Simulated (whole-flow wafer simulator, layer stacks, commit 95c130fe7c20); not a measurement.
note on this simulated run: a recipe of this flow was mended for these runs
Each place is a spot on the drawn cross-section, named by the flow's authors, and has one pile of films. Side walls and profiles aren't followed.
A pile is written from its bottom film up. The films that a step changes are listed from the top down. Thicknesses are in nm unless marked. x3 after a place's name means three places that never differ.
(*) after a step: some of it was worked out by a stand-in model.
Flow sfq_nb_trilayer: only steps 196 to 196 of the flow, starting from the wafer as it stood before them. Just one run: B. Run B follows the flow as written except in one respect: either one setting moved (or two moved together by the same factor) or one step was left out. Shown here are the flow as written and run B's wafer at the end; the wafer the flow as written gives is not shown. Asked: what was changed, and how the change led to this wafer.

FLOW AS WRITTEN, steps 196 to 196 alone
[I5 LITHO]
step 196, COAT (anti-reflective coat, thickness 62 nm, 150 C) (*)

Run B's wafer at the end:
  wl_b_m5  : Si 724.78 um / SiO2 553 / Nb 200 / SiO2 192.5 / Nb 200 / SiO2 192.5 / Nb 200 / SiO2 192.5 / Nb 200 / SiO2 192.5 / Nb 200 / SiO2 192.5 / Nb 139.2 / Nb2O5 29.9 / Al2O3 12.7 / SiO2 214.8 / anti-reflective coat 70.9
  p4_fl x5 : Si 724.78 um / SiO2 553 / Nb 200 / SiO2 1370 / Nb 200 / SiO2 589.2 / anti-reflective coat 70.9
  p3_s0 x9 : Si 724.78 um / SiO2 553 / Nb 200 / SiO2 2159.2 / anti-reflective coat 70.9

What caused this: step 196, COAT: thickness 70.9 nm was run, whereas the flow has thickness 62 nm.
The wafer itself shows it: wl_b_m5 has anti-reflective coat 70.9, and step 196 as written asks for 62 nm.

Step by step, how the change led to this:
  step 196, COAT (anti-reflective coat, thickness 62 nm, 150 C) (*)
      p4_fl x5, p4_w1 x9, p3_s0 x9 and 42 more: +70.9 anti-reflective coat (new film) (it would be, as written: +62 anti-reflective coat (new film))
      via_wl, via_w, via_wr, via_sp, via_v, l0_sur, l0v: +71.2 anti-reflective coat (new film) (it would be, as written: +62.3 anti-reflective coat (new film))
      (also at 34 further places)
